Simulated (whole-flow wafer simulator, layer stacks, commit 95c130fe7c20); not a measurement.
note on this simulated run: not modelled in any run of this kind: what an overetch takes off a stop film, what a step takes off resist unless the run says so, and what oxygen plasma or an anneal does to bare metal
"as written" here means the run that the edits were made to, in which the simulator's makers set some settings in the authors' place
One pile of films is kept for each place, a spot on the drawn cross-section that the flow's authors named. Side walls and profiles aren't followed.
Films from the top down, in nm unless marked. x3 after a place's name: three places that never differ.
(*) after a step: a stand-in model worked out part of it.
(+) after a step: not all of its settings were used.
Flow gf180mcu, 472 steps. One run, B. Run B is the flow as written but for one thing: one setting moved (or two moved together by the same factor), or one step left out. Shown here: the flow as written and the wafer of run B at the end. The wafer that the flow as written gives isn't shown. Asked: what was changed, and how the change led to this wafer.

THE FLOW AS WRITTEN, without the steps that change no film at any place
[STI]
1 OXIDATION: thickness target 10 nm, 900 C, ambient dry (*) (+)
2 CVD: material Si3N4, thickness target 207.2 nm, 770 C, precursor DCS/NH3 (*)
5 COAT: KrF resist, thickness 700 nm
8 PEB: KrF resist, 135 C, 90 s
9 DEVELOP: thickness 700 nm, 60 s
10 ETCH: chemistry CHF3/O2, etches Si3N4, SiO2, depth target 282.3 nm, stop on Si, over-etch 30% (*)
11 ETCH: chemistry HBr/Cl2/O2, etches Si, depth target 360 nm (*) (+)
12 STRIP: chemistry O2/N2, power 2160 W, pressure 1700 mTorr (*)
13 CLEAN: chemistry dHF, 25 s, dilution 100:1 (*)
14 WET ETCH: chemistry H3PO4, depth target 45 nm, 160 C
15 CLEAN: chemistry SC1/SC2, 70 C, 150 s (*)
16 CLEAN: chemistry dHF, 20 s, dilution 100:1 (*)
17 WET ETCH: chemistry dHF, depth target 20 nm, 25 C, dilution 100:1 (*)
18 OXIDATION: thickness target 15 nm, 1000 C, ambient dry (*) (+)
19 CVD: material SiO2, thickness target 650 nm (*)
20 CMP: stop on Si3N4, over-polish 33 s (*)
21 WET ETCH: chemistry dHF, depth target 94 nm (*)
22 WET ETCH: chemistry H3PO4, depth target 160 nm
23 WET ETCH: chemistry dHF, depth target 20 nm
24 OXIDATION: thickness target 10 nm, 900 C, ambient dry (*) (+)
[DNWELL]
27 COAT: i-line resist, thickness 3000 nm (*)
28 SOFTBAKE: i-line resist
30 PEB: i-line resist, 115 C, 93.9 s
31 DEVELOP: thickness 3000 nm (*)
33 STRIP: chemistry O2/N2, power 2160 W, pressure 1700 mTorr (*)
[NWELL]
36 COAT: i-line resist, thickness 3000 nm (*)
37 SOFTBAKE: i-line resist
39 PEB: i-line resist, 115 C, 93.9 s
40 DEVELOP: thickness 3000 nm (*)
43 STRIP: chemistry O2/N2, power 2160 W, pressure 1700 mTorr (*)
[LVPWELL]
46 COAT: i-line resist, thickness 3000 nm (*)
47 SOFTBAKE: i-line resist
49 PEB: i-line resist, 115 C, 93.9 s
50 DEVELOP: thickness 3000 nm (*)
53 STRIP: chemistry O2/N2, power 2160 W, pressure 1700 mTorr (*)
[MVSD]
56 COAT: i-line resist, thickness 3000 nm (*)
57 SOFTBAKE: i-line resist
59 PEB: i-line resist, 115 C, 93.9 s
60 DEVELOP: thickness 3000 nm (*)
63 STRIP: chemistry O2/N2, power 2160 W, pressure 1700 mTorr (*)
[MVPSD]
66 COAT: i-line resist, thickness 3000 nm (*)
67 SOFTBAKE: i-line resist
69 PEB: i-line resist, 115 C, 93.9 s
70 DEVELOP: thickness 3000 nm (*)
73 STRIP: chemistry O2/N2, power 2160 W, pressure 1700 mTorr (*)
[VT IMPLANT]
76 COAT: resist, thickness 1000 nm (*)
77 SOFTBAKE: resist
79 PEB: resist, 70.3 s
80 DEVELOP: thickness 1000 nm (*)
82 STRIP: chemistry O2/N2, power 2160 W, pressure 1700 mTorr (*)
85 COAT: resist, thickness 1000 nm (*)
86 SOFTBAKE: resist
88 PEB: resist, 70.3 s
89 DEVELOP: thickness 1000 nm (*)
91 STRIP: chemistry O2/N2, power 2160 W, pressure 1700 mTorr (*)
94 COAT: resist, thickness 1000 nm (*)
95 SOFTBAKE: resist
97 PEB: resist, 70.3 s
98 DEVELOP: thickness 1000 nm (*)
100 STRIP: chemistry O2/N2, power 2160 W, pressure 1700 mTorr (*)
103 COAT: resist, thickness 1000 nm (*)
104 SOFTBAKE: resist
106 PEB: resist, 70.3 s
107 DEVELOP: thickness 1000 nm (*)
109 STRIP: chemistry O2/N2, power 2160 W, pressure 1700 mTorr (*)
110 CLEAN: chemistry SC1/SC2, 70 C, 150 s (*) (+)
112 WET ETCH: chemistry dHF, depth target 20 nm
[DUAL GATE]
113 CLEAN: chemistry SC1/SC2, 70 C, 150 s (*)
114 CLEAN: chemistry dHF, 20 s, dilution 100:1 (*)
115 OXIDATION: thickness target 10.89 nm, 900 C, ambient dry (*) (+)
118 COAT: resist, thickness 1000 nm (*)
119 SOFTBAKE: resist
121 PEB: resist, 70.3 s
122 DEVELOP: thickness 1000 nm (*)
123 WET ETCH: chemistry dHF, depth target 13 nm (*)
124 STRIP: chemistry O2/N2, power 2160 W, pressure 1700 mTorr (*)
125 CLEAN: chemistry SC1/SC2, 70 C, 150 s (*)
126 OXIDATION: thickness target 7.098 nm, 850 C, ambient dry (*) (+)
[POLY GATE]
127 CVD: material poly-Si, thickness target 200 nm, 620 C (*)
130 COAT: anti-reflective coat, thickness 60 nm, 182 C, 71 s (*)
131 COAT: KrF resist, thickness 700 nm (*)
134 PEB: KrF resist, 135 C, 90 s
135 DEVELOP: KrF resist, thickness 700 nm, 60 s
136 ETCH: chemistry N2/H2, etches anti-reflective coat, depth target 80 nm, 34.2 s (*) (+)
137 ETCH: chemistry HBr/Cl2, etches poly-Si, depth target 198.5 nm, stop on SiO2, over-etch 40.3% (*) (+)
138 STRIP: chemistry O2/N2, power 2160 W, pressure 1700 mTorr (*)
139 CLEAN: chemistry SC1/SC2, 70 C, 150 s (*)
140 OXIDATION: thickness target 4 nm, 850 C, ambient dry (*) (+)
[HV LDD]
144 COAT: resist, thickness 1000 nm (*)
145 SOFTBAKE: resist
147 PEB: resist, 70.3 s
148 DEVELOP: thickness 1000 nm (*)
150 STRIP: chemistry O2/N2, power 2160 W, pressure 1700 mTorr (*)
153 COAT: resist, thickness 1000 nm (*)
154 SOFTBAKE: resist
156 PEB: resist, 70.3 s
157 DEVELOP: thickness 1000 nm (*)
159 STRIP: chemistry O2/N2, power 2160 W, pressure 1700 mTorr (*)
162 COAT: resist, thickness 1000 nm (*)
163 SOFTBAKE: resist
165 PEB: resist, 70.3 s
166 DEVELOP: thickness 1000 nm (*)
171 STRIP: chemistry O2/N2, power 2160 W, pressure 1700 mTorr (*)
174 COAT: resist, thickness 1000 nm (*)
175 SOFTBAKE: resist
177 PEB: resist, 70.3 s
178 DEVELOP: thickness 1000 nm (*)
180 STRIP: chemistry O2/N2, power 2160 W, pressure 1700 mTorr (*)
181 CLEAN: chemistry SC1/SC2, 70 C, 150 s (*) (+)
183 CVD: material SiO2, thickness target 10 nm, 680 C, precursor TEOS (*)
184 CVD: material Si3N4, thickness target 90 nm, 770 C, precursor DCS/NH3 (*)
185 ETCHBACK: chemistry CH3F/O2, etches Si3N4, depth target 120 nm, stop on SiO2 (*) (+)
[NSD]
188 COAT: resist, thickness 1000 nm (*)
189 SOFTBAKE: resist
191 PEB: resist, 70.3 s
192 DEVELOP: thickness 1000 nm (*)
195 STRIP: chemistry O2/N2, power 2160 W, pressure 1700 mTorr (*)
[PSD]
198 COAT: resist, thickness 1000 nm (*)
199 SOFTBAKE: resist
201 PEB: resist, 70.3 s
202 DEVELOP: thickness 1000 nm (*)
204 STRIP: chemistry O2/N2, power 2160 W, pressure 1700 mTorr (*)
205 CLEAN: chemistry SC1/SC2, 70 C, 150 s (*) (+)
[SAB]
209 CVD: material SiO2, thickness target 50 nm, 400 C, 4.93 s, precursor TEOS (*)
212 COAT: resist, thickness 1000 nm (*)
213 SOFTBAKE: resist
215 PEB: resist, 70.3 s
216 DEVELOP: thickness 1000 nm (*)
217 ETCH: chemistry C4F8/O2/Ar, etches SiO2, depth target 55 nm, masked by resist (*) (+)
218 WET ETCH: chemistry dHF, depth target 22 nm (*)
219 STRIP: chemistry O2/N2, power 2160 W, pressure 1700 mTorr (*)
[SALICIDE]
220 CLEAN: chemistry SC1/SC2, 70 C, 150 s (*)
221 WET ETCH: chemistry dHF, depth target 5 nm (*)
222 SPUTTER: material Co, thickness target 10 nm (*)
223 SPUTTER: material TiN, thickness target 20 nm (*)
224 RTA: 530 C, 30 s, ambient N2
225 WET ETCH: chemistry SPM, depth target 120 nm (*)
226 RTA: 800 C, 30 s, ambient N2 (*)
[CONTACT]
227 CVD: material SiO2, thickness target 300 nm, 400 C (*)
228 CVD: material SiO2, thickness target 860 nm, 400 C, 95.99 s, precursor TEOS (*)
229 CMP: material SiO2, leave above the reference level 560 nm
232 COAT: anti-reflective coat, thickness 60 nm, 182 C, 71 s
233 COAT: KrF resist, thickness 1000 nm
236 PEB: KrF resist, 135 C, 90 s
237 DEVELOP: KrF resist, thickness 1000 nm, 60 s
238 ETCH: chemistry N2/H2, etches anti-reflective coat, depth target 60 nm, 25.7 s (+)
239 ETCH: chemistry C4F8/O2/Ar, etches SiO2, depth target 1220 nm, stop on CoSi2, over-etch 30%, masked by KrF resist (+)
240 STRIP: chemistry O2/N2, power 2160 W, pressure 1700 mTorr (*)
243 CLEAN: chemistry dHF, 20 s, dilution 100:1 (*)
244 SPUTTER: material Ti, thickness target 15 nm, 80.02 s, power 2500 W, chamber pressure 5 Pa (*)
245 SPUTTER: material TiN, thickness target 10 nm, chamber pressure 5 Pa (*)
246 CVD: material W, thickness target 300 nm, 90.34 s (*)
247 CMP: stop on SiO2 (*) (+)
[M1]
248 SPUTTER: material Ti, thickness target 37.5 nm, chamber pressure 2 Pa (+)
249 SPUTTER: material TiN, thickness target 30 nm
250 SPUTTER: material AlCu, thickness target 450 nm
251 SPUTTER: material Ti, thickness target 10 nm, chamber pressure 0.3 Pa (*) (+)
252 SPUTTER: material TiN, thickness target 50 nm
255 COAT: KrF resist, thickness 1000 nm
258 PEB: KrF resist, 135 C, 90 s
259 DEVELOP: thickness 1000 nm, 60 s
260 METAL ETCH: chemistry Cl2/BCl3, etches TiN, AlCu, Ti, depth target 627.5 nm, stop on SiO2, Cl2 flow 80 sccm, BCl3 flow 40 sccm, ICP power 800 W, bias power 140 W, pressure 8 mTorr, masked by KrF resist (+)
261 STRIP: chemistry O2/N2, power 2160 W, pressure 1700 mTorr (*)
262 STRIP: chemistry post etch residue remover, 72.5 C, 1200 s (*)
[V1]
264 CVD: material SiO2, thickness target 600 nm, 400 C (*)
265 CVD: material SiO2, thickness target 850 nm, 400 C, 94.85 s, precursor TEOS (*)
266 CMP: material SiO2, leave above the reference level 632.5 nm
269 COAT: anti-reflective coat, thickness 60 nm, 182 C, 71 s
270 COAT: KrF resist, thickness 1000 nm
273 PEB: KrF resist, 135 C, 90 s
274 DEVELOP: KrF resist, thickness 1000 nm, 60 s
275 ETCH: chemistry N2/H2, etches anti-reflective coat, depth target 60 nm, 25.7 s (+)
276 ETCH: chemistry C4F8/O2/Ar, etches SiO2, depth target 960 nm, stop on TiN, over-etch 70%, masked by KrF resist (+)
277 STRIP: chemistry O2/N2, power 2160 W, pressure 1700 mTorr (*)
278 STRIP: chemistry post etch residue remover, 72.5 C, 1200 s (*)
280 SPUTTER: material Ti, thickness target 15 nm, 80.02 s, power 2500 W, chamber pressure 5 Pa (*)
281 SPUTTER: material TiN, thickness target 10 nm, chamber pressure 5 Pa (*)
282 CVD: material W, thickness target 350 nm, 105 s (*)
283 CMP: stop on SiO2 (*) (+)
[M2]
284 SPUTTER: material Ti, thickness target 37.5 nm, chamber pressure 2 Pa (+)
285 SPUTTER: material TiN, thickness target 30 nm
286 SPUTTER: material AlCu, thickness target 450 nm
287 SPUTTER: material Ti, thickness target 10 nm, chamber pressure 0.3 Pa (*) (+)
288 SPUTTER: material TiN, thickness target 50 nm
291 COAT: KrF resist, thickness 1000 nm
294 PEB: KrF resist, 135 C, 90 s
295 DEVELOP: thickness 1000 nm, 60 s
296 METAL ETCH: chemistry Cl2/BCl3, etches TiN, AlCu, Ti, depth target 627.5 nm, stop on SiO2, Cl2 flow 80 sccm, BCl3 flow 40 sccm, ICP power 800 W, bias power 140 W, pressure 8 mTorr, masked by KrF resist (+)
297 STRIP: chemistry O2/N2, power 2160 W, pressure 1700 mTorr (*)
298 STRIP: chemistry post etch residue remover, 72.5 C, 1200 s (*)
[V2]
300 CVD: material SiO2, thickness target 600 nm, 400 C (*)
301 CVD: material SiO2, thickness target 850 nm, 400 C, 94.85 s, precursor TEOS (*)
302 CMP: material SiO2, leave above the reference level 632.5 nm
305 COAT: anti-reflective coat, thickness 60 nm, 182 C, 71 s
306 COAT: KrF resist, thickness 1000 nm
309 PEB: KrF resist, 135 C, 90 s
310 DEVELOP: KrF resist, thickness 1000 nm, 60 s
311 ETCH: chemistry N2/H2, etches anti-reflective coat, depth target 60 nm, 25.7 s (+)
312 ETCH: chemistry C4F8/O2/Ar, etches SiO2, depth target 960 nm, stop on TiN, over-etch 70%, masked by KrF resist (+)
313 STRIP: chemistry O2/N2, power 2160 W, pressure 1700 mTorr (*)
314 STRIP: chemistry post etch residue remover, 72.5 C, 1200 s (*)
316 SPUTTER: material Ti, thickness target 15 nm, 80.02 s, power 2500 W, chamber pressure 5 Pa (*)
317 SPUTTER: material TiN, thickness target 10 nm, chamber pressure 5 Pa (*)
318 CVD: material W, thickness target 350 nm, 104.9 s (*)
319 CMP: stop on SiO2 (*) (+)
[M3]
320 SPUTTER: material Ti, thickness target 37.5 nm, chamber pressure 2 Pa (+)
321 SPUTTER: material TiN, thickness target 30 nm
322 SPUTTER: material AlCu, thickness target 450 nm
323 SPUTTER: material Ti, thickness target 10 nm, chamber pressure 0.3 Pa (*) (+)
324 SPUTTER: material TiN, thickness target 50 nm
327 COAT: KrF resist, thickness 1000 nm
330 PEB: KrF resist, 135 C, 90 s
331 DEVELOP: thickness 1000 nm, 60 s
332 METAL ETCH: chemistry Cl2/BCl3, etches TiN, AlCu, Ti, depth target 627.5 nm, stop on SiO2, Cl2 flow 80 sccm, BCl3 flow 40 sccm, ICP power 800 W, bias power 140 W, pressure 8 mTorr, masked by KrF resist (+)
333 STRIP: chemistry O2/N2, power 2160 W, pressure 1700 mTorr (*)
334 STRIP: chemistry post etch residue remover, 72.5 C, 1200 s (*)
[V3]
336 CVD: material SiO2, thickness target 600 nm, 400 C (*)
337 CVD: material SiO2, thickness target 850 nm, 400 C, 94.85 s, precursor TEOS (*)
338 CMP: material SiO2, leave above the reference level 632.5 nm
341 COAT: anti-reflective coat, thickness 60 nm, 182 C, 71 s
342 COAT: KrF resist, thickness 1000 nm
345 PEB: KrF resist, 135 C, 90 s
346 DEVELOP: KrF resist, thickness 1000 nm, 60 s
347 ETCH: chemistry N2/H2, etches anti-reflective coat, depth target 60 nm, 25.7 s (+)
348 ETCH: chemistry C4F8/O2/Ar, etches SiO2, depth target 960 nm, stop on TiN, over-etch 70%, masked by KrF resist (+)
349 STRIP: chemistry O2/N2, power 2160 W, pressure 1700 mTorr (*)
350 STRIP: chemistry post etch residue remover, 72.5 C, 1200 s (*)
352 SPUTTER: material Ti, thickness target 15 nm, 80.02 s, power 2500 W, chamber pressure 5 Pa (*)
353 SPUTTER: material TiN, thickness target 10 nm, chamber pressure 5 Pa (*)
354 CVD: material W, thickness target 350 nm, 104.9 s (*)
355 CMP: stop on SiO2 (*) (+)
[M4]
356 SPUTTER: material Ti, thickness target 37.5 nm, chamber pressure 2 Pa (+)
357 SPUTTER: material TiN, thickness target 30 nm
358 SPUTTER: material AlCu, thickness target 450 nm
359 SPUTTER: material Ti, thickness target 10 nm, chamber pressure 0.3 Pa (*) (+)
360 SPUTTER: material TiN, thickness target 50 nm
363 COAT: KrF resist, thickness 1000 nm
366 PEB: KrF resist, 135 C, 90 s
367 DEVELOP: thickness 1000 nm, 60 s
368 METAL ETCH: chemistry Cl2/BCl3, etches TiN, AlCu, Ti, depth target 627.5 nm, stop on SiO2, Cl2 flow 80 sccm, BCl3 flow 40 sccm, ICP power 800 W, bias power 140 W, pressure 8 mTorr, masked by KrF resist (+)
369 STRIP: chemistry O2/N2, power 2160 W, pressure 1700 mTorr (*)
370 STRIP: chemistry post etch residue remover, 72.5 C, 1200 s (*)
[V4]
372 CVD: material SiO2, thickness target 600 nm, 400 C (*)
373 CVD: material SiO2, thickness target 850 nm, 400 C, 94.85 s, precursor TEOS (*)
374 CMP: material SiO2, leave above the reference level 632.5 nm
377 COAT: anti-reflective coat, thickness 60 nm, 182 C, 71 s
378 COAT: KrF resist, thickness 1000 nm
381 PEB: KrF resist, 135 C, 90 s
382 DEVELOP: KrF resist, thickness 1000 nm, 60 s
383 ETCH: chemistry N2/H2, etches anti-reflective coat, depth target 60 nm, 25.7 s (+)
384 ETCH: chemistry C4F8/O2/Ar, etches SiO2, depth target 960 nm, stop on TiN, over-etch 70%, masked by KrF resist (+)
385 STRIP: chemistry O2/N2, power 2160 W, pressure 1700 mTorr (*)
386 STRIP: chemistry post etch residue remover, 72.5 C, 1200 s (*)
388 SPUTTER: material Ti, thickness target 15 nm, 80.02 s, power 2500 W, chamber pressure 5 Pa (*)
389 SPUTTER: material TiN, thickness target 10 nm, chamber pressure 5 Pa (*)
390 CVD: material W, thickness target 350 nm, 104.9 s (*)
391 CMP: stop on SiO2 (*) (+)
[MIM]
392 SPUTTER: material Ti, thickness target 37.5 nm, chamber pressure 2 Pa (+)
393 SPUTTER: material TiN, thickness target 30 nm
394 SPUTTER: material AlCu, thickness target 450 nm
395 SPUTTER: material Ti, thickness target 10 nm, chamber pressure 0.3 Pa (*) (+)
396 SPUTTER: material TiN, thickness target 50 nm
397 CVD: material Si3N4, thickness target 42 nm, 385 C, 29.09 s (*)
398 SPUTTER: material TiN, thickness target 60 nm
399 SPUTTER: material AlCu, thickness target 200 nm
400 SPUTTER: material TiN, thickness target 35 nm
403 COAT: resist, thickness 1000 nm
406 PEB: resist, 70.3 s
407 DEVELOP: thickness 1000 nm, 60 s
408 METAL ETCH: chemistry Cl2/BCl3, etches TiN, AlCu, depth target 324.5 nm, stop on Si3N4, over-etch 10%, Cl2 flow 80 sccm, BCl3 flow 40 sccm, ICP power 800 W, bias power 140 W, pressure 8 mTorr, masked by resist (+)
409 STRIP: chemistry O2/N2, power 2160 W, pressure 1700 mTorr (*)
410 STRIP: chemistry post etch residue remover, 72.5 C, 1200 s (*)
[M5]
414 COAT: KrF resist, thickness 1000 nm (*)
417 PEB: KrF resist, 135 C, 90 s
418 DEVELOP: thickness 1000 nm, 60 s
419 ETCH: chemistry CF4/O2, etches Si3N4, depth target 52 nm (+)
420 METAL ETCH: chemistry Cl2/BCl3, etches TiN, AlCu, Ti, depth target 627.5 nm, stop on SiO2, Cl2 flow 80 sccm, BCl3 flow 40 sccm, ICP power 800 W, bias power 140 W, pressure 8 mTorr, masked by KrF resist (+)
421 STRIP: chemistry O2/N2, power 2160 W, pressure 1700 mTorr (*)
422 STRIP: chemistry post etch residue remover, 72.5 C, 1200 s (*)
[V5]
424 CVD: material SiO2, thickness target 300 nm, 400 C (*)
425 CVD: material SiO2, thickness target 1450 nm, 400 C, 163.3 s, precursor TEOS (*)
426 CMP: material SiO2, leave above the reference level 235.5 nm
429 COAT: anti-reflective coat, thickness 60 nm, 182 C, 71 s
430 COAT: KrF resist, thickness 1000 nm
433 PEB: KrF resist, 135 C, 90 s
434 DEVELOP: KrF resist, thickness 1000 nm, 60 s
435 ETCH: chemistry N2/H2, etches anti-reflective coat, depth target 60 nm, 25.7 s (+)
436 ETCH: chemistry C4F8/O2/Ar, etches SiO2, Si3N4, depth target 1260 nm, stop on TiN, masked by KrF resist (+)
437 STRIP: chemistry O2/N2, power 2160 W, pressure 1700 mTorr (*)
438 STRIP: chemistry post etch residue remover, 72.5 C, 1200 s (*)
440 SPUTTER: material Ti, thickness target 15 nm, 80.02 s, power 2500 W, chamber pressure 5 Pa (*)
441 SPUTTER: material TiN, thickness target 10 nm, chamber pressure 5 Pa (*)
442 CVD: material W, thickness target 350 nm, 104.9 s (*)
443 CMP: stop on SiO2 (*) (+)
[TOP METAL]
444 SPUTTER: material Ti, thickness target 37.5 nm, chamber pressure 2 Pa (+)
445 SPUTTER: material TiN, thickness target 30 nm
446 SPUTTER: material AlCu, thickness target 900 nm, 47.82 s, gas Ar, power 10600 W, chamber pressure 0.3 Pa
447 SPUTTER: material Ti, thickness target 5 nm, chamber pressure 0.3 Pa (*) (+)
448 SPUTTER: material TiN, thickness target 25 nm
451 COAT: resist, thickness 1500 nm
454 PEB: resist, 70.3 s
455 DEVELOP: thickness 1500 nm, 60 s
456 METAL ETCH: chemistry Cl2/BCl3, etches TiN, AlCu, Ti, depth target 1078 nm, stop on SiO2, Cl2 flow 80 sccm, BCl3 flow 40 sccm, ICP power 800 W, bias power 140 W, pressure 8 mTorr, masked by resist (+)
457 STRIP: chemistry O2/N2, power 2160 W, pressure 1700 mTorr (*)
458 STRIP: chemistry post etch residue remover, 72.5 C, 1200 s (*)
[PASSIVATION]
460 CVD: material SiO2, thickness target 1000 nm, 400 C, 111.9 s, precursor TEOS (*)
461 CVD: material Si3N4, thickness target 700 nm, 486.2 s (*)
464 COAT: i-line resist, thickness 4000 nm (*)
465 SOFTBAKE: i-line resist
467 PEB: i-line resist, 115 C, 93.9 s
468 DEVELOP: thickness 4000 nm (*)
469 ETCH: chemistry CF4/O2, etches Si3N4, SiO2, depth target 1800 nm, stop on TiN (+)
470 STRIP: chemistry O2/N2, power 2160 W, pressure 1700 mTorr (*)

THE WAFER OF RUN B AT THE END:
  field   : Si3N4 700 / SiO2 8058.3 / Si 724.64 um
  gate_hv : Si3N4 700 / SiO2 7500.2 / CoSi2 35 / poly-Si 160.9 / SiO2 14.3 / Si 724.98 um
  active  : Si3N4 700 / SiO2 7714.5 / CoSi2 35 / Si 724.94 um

The cause: step 358, SPUTTER: thickness target 281 nm was run, where the flow has thickness target 450 nm.

How the change led to this, step by step:
  358 SPUTTER: material AlCu, thickness target 450 nm
      field, field__w1, field__w2 and 108 more: AlCu +281 (new film) (as written it would be: AlCu +450 (new film))
  368 METAL ETCH: chemistry Cl2/BCl3, etches TiN, AlCu, Ti, depth target 627.5 nm, stop on SiO2, Cl2 flow 80 sccm, BCl3 flow 40 sccm, ICP power 800 W, bias power 140 W, pressure 8 mTorr, masked by KrF resist (+)
      field, field__w1, field__w2 and 103 more: TiN -50 (all of it), Ti -10 (all of it), AlCu -281 (all of it), TiN -30 (all of it), Ti -37.5 (all of it) (as written it would be: TiN -50 (all of it), Ti -10 (all of it), AlCu -450 (all of it), TiN -30 (all of it), Ti -37.5 (all of it))
      field__w8, contact, m1, m1__w1, m1_nw: KrF resist -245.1 (as written it would be: KrF resist -251)
  374 CMP: material SiO2, leave above the reference level 632.5 nm
      field, field__w1, field__w2 and 103 more: SiO2 -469 (as written it would be: SiO2 -300)
